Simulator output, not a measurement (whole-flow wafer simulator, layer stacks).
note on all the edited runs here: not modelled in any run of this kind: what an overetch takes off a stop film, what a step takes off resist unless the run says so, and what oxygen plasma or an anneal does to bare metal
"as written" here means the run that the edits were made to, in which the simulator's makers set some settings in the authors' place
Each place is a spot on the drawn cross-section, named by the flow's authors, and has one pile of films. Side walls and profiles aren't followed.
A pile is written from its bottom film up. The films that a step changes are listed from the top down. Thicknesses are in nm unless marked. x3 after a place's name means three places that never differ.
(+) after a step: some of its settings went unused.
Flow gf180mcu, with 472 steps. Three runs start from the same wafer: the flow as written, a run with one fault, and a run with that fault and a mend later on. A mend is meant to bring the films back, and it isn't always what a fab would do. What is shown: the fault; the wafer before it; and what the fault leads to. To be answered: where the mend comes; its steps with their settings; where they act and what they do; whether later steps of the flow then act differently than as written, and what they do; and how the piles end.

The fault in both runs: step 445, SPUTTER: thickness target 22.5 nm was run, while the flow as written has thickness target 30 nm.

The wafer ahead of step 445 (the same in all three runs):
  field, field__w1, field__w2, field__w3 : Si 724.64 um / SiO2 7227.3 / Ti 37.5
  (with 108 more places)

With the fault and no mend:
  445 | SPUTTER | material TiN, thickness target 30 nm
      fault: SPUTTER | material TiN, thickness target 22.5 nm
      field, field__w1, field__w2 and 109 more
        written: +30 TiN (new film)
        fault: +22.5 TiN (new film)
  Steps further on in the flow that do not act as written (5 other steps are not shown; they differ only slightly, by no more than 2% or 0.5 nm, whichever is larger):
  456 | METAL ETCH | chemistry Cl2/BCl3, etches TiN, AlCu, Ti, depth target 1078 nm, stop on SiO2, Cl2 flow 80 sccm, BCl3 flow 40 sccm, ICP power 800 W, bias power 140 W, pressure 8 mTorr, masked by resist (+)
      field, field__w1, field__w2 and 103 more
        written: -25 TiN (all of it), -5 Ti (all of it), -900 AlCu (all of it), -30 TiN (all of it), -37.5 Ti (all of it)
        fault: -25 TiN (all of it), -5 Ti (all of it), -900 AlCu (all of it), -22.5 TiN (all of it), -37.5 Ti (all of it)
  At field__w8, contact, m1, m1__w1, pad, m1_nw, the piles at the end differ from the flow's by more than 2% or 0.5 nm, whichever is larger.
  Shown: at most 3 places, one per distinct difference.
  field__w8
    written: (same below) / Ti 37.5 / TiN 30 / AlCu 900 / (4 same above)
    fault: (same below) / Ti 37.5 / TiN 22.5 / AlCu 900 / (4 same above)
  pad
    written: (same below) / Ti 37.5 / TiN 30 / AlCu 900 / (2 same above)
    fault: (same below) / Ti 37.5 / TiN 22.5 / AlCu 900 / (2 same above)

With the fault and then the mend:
  After step 445 comes the mend.
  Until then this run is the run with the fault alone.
  445a | SPUTTER | material TiN, thickness target 7.5 nm (a further turn of the flow's step 445, with different settings)
      field, field__w1, field__w2 and 109 more
        +7.5 TiN
  None of the later steps of the flow acts differently than as written at any place that is followed.
  At every place that both follow, the piles at the end match the flow's.
